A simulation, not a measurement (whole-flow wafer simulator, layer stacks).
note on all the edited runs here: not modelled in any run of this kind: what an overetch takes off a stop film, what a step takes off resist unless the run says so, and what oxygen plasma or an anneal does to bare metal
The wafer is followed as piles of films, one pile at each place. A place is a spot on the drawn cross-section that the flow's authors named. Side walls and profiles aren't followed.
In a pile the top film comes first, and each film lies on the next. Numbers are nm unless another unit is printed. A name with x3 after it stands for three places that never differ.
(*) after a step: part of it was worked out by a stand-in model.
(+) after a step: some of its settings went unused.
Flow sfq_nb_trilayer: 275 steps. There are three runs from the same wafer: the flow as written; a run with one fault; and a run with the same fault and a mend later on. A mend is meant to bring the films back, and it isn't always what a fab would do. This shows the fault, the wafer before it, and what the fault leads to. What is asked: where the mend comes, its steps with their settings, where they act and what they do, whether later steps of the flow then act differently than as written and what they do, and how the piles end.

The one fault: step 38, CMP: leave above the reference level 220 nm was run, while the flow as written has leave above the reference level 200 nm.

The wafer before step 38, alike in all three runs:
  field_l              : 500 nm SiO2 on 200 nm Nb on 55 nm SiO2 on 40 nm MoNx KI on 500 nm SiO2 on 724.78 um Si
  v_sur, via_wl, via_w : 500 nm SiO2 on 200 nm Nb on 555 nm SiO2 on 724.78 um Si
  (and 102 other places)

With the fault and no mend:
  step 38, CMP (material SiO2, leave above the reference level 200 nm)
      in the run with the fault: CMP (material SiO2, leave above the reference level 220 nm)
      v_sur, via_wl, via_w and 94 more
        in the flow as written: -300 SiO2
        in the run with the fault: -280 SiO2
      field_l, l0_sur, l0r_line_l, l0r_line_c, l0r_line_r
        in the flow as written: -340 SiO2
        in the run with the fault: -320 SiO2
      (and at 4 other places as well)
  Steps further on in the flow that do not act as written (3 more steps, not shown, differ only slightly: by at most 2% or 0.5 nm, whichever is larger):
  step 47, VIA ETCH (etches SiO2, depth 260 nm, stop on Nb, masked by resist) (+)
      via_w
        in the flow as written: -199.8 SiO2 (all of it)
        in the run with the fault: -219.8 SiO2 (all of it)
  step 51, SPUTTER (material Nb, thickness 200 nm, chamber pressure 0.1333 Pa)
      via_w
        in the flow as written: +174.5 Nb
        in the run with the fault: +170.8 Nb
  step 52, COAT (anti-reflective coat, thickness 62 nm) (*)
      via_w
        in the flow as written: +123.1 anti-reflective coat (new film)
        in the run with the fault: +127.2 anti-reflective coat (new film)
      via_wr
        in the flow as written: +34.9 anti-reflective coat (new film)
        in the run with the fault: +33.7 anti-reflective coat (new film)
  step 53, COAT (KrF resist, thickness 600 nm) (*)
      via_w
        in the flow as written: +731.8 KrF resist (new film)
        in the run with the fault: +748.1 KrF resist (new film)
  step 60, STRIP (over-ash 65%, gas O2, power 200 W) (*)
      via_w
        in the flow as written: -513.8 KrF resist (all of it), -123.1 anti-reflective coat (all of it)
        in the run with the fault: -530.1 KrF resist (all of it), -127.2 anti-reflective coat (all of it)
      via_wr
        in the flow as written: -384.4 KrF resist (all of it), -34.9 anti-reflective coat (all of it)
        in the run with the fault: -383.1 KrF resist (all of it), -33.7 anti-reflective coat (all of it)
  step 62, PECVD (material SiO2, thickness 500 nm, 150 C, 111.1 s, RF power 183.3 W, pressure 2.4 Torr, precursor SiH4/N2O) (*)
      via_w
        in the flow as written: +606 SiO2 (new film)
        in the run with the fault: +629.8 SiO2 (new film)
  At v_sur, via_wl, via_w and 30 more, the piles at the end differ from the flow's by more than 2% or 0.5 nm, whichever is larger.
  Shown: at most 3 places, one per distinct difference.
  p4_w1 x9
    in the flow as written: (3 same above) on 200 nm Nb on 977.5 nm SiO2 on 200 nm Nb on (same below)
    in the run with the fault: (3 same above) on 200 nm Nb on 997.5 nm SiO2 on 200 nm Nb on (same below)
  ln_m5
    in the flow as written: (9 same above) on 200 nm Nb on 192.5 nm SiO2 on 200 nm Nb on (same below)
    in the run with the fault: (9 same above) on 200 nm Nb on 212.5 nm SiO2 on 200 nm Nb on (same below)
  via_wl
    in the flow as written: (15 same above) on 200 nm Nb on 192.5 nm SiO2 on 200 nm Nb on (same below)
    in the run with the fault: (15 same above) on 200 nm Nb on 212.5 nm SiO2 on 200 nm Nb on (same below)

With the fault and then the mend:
  After step 39 comes the mend.
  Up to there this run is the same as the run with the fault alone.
  step 39a, CMP (material SiO2, leave above the reference level 200 nm) (the flow's step 38 again)
      field_l, v_sur, via_wl and 103 more
        -20 SiO2
  Later steps of the flow that are run all act as written at every place that is followed.
  At every place that both follow, the piles at the end match the flow's.
